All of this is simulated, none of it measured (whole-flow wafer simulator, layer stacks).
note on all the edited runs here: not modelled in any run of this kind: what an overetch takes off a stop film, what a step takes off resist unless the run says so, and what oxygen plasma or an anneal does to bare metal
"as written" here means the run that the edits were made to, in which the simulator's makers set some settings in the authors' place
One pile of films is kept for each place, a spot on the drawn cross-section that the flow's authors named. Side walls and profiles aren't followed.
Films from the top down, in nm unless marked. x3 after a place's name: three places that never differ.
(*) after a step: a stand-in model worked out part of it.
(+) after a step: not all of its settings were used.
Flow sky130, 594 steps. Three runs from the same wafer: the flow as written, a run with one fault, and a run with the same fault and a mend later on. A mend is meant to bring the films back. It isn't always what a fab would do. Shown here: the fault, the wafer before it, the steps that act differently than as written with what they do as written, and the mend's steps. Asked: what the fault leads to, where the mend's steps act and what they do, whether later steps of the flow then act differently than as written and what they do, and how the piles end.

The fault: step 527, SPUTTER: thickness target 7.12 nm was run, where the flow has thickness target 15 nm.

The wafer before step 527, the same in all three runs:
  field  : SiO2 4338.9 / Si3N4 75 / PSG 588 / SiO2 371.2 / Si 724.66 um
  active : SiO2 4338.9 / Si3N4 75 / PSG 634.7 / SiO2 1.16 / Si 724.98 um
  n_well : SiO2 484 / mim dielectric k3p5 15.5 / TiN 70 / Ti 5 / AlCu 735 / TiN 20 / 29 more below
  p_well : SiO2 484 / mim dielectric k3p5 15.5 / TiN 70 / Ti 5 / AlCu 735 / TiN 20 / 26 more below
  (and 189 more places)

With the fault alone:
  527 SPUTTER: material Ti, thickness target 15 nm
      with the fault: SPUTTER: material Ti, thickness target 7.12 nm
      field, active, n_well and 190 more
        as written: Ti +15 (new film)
        with the fault: Ti +7.12 (new film)
  Later steps of the flow that act differently than as written (19 more steps differ only slightly, by at most 2% or 0.5 nm, whichever is larger, and aren't shown):
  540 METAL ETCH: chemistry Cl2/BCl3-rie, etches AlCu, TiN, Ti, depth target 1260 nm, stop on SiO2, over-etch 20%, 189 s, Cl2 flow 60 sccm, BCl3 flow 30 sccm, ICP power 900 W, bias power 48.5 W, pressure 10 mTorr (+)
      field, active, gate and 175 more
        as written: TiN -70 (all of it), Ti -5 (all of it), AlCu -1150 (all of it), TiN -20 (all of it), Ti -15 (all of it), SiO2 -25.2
        with the fault: TiN -70 (all of it), Ti -5 (all of it), AlCu -1150 (all of it), TiN -20 (all of it), Ti -7.12 (all of it), SiO2 -26
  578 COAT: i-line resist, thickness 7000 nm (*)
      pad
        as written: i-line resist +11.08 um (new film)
        with the fault: i-line resist +11.09 um (new film)
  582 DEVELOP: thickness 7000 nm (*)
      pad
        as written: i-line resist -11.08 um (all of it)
        with the fault: i-line resist -11.09 um (all of it)
  At the end the piles differ from the flow's by more than 2% or 0.5 nm, whichever is larger, at n_well, p_well, sd_n and 12 more.
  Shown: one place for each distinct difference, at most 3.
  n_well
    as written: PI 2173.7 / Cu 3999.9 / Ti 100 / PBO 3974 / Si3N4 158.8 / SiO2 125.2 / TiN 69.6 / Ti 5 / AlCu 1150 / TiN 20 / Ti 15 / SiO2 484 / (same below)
    with the fault: PI 2174.6 / Cu 3999.9 / Ti 100 / PBO 3979.7 / Si3N4 158.8 / SiO2 125.2 / TiN 69.6 / Ti 5 / AlCu 1150 / TiN 20 / Ti 7.12 / SiO2 484 / (same below)
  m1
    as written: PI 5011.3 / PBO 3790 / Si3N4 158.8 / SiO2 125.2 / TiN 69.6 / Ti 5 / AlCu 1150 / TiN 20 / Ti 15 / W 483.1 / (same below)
    with the fault: PI 5011.7 / PBO 3796.5 / Si3N4 158.8 / SiO2 125.2 / TiN 69.6 / Ti 5 / AlCu 1150 / TiN 20 / Ti 7.12 / W 483.1 / (same below)
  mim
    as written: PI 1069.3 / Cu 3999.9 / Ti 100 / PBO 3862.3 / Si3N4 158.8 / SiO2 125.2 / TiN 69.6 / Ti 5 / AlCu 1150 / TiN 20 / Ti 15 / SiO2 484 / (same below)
    with the fault: PI 1070 / Cu 3999.9 / Ti 100 / PBO 3868.4 / Si3N4 158.8 / SiO2 125.2 / TiN 69.6 / Ti 5 / AlCu 1150 / TiN 20 / Ti 7.12 / SiO2 484 / (same below)

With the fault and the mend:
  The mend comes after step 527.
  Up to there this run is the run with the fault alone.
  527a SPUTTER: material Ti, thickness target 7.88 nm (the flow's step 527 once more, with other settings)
      field, active, n_well and 190 more
        Ti +7.88
  No later step of the flow acts differently than as written at any place that is followed.
  At the end the piles are the same as the flow's at every place that both follow.
